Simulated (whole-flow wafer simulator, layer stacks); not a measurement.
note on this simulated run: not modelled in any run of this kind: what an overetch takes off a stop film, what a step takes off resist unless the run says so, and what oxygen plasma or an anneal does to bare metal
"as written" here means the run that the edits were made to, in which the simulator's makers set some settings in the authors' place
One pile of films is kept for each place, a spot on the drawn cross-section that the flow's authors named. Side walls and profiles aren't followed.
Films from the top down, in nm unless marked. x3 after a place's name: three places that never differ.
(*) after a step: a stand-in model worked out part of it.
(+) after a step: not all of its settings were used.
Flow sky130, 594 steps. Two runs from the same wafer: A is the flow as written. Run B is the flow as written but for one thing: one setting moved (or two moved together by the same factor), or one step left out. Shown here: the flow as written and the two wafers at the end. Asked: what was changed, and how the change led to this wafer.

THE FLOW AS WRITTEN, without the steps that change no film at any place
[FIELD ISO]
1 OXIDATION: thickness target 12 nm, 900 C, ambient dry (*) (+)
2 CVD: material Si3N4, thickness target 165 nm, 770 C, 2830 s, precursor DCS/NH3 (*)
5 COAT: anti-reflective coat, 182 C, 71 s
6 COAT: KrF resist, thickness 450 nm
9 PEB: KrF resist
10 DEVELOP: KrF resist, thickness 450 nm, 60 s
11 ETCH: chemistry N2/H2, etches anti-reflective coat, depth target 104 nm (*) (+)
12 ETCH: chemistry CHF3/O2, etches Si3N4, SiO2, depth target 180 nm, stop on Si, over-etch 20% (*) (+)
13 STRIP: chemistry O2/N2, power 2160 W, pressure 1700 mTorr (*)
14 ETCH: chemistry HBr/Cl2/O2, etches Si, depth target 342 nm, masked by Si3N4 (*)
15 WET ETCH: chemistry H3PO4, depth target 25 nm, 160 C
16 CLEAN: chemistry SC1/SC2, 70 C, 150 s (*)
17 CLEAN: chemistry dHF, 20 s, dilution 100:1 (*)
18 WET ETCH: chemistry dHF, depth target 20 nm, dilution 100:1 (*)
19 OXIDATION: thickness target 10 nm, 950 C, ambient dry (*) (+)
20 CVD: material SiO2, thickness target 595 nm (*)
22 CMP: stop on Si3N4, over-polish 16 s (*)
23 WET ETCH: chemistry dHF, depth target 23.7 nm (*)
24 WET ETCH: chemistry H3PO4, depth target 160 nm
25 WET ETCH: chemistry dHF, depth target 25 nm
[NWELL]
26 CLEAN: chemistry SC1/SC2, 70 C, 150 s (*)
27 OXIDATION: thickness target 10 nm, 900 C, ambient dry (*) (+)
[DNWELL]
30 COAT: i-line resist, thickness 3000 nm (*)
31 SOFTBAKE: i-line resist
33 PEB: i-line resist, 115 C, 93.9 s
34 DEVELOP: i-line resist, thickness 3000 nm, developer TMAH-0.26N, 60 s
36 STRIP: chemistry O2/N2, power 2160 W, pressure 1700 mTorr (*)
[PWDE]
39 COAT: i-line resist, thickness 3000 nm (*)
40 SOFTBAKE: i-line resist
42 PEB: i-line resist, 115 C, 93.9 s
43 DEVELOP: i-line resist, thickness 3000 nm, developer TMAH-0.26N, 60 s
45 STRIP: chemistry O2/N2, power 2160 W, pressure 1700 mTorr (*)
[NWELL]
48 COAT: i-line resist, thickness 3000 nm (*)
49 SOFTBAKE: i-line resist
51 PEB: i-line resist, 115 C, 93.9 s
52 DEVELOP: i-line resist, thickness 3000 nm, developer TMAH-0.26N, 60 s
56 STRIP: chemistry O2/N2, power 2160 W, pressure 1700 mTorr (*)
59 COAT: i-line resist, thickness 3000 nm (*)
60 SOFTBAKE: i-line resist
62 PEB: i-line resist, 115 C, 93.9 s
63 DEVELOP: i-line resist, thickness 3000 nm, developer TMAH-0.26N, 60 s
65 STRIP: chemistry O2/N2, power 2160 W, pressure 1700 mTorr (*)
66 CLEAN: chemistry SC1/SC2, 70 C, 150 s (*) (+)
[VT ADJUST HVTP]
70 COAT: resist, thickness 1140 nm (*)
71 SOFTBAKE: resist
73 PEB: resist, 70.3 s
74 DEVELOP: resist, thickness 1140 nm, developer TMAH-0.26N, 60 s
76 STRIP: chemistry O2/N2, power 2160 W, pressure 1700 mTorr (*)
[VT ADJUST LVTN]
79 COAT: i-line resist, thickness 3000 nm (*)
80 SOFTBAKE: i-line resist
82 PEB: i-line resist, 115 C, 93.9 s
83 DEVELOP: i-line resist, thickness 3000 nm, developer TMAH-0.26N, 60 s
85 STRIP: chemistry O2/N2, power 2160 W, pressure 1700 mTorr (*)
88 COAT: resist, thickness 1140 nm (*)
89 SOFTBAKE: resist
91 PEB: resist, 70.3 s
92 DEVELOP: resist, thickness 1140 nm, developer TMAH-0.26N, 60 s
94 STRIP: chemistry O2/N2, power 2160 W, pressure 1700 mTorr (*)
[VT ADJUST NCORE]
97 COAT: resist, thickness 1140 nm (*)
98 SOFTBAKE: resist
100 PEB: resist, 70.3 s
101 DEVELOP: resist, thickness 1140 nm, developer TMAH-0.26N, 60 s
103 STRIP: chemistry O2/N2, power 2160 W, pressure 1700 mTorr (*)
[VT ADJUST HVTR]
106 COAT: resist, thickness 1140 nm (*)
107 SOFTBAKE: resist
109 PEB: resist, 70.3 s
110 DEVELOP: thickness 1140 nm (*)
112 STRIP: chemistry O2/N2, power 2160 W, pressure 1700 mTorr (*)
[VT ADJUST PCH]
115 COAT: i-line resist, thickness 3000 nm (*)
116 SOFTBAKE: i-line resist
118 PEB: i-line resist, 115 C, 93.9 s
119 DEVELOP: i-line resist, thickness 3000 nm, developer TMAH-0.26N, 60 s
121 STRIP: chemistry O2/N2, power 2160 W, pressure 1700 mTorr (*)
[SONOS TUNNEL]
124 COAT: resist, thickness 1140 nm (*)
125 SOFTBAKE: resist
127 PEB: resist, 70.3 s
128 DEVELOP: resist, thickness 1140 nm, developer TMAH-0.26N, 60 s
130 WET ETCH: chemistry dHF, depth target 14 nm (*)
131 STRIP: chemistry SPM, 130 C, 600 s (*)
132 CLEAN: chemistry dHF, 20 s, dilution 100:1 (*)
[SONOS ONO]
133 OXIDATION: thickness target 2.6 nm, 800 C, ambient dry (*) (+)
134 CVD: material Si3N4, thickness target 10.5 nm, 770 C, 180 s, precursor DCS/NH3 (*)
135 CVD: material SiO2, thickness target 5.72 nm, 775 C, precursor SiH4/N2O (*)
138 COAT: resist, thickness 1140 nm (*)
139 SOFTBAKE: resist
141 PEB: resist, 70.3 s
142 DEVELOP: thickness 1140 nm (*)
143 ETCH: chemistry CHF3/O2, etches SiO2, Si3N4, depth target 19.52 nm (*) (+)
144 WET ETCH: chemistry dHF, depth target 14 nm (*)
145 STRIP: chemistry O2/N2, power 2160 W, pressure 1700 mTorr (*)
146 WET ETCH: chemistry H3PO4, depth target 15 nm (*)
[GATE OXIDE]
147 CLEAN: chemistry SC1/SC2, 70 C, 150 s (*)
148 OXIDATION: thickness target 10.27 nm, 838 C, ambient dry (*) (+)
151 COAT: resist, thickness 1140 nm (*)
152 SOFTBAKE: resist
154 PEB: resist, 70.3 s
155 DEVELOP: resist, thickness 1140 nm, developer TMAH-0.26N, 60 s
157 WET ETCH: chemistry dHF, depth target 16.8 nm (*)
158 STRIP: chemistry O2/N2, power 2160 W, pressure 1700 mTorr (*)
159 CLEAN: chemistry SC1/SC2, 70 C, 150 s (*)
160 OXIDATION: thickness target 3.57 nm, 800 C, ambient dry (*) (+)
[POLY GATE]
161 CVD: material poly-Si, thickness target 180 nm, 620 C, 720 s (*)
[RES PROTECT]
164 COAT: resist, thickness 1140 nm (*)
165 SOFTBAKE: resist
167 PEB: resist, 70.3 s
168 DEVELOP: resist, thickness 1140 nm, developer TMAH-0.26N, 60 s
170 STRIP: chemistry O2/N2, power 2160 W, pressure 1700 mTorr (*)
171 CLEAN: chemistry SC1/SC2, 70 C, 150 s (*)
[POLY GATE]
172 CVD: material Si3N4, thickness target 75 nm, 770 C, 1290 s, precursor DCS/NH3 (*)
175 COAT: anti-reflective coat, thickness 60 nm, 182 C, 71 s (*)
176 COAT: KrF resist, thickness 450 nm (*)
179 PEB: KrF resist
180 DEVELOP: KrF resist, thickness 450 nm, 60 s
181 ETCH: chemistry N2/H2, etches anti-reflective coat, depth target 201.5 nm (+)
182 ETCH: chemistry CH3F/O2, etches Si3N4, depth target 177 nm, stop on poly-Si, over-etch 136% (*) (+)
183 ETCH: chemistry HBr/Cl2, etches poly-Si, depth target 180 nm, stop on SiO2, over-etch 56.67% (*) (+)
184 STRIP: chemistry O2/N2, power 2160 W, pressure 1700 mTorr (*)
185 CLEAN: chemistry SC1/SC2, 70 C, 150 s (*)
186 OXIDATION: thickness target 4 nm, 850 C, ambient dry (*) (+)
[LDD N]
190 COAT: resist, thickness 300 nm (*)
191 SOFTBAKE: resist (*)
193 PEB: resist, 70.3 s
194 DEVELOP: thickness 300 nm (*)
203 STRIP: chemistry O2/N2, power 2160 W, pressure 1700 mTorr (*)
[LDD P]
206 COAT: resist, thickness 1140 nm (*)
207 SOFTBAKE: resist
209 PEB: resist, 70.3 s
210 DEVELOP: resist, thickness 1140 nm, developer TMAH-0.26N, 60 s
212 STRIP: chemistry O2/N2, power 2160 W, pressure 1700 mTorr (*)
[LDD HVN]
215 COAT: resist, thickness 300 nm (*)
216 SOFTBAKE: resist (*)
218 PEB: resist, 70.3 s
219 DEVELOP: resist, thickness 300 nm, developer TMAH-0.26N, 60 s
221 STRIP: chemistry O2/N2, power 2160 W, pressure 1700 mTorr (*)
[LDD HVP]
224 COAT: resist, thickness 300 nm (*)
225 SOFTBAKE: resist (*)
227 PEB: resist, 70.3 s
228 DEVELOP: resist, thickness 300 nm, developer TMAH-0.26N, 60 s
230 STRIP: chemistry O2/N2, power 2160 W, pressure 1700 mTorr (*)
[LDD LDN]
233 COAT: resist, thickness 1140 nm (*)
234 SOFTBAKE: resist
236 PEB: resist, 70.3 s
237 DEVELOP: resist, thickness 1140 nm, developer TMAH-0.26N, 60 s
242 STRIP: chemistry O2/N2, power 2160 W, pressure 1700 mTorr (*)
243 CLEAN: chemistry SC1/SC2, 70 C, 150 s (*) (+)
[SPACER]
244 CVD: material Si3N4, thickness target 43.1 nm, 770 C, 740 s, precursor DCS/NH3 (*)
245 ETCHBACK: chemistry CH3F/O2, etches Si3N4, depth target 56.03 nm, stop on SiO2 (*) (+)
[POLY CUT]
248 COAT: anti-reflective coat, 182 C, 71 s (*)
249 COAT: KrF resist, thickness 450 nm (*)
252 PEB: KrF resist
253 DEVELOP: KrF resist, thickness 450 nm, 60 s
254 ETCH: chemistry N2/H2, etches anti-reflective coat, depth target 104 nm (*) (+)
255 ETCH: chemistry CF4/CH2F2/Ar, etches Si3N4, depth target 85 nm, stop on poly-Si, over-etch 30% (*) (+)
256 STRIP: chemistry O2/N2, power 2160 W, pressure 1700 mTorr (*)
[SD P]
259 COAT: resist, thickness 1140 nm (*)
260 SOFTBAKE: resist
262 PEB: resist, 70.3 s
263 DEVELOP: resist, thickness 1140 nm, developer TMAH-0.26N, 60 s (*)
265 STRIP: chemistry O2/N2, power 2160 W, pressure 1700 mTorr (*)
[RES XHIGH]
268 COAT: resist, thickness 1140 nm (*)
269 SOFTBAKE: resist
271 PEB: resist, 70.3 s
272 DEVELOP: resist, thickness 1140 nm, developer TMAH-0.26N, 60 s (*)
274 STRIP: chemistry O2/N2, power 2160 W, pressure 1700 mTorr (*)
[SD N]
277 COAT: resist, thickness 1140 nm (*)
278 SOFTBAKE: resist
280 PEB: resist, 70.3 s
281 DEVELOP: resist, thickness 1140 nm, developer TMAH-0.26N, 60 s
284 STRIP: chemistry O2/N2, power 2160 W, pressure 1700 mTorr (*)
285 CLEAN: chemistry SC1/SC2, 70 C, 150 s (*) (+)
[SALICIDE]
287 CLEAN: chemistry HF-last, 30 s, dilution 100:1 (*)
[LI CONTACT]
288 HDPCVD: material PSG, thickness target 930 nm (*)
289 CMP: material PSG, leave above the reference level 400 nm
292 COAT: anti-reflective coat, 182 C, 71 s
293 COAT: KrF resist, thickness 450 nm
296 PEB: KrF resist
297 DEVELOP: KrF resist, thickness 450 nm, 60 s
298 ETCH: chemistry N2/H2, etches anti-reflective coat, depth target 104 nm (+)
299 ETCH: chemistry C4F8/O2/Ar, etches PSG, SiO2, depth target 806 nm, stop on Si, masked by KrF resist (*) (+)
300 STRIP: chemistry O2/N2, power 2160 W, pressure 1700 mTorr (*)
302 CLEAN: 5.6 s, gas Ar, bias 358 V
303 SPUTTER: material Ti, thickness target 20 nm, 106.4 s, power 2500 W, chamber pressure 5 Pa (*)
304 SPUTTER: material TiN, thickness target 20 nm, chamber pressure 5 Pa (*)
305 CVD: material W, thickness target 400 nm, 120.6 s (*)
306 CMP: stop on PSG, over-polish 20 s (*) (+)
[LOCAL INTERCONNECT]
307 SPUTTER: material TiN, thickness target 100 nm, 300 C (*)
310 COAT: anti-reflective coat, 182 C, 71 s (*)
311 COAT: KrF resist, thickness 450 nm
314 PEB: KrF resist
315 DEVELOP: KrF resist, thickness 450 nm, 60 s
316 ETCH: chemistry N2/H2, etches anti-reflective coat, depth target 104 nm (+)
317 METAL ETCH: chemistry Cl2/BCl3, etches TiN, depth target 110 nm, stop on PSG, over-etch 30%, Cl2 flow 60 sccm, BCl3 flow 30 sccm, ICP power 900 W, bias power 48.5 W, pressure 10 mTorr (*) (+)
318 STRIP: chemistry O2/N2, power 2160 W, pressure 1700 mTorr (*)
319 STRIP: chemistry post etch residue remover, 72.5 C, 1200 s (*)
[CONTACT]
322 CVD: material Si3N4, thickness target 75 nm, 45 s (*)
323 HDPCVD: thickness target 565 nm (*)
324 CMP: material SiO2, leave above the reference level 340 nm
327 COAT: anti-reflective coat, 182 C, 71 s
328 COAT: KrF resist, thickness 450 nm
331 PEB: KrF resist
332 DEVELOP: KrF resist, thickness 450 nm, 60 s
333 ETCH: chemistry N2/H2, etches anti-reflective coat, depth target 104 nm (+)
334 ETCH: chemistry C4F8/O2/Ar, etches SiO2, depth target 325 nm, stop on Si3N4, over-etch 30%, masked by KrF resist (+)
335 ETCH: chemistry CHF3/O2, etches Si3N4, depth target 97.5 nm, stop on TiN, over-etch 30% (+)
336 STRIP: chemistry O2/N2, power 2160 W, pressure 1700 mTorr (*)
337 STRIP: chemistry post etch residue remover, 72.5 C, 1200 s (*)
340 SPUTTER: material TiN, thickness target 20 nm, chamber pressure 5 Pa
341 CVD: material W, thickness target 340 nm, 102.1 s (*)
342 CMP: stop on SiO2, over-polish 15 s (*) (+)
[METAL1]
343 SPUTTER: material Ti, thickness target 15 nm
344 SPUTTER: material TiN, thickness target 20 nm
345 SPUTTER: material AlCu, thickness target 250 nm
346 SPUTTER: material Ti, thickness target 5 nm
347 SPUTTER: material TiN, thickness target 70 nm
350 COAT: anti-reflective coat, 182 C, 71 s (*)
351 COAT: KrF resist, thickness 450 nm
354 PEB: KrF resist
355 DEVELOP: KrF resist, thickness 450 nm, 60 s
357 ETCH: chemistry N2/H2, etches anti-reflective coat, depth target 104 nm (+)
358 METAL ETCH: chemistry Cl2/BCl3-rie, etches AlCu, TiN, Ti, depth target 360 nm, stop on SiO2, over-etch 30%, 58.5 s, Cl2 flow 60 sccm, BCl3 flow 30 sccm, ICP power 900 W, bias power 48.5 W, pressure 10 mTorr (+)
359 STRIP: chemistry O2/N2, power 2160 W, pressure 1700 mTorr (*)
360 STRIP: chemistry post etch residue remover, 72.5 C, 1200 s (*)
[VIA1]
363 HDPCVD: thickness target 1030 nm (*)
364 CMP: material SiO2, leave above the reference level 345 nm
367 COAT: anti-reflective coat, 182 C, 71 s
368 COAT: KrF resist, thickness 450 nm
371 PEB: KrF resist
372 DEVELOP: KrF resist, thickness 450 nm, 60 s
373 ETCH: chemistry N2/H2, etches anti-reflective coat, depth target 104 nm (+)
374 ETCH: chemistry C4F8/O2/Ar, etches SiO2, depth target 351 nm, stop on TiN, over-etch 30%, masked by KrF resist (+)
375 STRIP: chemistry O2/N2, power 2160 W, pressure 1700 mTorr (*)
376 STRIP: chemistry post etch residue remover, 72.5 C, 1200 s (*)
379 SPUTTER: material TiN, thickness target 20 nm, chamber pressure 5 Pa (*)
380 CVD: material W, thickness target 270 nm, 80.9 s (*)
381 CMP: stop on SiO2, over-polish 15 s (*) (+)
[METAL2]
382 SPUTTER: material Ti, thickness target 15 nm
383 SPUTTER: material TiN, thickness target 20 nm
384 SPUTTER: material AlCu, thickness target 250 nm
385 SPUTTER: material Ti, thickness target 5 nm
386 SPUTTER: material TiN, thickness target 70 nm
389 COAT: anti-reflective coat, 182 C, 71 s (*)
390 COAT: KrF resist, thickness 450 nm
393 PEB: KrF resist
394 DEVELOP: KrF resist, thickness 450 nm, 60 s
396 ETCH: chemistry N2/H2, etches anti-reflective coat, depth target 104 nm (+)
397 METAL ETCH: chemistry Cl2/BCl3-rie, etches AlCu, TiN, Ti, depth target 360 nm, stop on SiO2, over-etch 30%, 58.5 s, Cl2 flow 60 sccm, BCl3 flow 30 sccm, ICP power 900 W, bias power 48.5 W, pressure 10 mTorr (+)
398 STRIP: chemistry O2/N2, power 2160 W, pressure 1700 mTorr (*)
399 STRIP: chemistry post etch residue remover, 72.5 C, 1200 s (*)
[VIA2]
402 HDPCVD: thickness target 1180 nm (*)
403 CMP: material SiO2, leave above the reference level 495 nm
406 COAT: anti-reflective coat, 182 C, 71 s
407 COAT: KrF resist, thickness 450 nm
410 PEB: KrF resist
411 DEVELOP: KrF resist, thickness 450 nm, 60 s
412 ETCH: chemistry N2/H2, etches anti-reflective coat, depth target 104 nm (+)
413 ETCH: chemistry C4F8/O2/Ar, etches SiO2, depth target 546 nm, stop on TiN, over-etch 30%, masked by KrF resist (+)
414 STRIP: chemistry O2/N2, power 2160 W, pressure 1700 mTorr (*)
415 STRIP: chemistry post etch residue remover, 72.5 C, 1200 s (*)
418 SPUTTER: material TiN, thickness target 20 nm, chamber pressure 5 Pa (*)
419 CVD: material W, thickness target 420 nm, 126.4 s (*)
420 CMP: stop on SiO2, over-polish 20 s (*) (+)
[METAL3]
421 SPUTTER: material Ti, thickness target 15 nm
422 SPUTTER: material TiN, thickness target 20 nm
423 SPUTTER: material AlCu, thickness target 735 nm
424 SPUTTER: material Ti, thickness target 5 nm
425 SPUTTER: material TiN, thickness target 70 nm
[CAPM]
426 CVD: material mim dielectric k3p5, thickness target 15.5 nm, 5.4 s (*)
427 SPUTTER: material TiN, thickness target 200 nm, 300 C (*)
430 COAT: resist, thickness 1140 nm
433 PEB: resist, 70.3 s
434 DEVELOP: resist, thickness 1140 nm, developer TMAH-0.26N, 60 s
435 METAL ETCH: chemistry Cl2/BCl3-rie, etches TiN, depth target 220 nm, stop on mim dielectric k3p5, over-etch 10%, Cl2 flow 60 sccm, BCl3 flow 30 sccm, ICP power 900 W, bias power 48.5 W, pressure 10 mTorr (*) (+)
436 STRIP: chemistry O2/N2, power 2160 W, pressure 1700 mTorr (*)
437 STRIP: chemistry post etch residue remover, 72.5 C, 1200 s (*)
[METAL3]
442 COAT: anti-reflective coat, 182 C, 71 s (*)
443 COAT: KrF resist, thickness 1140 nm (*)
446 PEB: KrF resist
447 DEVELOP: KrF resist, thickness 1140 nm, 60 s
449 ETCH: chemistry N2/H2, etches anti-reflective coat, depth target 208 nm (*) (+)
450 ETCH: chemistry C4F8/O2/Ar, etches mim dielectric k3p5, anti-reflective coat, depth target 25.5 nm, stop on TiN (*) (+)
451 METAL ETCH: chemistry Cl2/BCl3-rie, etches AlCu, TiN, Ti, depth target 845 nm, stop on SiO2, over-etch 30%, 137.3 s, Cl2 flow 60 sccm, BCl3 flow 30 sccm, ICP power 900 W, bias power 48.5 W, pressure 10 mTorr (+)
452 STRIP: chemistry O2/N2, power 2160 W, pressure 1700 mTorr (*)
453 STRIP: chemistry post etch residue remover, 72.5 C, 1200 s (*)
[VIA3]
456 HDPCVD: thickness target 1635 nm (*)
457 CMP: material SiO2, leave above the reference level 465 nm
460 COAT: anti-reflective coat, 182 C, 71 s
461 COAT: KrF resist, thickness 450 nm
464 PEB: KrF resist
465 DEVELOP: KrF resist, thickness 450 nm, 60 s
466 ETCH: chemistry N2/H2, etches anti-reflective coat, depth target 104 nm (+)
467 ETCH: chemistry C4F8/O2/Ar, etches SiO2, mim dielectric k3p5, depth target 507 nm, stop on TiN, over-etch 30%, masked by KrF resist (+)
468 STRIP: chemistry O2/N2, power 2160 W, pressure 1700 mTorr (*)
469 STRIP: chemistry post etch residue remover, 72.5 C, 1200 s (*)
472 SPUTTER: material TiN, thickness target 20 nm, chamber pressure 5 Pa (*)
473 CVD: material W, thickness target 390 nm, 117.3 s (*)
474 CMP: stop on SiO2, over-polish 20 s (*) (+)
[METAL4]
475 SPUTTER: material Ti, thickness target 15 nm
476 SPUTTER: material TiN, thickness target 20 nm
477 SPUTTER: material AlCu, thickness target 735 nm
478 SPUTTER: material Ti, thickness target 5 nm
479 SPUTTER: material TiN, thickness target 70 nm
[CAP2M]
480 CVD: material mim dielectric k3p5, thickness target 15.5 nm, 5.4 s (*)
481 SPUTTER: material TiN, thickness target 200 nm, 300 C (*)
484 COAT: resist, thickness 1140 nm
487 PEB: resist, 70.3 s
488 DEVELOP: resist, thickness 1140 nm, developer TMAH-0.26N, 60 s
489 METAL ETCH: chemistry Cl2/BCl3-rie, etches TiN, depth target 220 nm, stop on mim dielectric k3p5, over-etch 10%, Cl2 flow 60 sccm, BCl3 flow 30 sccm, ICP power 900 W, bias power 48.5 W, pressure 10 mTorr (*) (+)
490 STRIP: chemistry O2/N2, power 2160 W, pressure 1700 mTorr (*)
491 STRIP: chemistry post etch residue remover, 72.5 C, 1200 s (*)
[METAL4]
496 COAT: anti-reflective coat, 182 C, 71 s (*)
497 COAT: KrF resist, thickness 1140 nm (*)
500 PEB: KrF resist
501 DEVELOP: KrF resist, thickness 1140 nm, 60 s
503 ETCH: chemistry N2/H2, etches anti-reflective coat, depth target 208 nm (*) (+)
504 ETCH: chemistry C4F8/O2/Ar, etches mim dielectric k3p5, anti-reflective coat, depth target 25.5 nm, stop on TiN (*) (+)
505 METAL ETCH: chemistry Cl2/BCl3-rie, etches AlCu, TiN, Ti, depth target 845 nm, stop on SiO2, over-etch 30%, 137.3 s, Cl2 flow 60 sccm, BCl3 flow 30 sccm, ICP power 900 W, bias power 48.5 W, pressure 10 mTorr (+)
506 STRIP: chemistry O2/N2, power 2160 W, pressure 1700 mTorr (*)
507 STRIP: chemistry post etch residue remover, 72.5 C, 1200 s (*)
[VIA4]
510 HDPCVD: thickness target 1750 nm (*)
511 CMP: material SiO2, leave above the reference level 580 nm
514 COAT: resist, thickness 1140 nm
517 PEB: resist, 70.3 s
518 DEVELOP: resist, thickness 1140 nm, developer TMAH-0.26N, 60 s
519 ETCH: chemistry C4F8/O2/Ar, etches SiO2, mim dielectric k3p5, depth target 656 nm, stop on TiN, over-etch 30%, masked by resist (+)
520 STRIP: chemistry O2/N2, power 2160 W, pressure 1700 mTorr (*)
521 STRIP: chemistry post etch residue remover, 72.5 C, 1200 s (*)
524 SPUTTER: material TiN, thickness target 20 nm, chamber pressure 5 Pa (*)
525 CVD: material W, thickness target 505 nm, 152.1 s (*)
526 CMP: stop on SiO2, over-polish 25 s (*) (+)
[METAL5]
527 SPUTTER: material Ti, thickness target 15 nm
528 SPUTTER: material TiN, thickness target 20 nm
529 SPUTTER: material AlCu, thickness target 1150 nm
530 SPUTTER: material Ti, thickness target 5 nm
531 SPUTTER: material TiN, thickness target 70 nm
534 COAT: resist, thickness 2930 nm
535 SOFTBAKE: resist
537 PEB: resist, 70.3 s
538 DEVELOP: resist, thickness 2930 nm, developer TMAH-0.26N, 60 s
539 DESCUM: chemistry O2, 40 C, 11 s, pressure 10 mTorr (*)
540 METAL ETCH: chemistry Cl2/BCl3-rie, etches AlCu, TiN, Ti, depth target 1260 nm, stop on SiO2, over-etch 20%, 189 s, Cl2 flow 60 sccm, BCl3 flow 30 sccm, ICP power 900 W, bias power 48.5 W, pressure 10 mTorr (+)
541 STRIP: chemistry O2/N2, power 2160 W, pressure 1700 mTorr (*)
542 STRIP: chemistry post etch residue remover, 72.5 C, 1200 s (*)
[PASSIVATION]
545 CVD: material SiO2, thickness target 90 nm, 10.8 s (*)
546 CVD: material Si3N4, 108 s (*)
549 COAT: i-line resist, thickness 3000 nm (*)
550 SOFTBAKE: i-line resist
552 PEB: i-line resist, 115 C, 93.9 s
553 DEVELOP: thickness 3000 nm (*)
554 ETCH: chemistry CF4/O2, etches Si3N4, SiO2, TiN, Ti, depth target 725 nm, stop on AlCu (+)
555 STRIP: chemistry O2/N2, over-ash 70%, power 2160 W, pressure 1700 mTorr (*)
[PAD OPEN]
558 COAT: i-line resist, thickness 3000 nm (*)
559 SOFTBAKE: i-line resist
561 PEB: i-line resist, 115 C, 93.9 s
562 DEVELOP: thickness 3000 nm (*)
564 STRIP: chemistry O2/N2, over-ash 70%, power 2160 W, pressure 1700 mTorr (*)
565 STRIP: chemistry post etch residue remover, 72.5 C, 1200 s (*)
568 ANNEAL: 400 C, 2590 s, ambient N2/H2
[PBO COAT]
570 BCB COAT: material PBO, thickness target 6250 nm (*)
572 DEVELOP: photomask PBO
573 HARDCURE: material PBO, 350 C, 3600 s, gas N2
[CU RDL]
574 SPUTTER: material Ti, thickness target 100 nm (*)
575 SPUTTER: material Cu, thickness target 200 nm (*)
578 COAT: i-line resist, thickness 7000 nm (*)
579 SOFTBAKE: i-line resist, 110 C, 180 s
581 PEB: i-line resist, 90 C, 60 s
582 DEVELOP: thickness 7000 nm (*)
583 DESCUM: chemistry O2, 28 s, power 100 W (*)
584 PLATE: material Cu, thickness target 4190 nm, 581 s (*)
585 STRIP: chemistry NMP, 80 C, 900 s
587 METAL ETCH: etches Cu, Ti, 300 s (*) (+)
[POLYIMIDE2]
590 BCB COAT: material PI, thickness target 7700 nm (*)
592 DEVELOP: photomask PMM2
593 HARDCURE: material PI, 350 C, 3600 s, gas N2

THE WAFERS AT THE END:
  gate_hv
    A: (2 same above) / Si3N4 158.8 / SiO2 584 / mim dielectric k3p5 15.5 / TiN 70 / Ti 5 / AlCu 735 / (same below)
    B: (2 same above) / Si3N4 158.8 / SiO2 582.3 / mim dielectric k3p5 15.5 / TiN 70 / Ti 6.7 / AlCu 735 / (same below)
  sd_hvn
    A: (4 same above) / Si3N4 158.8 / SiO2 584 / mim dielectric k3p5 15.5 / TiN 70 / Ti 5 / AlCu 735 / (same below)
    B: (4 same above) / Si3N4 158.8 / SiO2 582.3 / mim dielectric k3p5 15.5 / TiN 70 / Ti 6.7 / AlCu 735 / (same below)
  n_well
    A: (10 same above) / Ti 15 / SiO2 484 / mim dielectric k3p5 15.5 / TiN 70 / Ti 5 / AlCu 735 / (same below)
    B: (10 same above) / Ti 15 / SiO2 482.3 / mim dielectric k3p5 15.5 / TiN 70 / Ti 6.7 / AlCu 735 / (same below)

The cause: step 478, SPUTTER: thickness target 6.7 nm was run, where the flow has thickness target 5 nm.
It can be read off the wafer: gate_hv has Ti 6.7, and step 478 as written asks for 5 nm.

How the change led to this, step by step:
  478 SPUTTER: material Ti, thickness target 5 nm
      field, active, n_well and 189 more: A Ti +5 (new film) | B Ti +6.7 (new film)
  505 METAL ETCH: chemistry Cl2/BCl3-rie, etches AlCu, TiN, Ti, depth target 845 nm, stop on SiO2, over-etch 30%, 137.3 s, Cl2 flow 60 sccm, BCl3 flow 30 sccm, ICP power 900 W, bias power 48.5 W, pressure 10 mTorr (+)
      field, gate, spacer and 68 more: A TiN -70 (all of it), Ti -5 (all of it), AlCu -735 (all of it), TiN -20 (all of it), Ti -15 (all of it), SiO2 -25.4 | B TiN -70 (all of it), Ti -6.7 (all of it), AlCu -735 (all of it), TiN -20 (all of it), Ti -15 (all of it), SiO2 -25.2
      active, vpp_iso1, mim_edge_plate and 14 more: A TiN -70 (all of it), Ti -5 (all of it), AlCu -735 (all of it), TiN -20 (all of it), Ti -15 (all of it), SiO2 -25.3 | B TiN -70 (all of it), Ti -6.7 (all of it), AlCu -735 (all of it), TiN -20 (all of it), Ti -15 (all of it), SiO2 -25.2
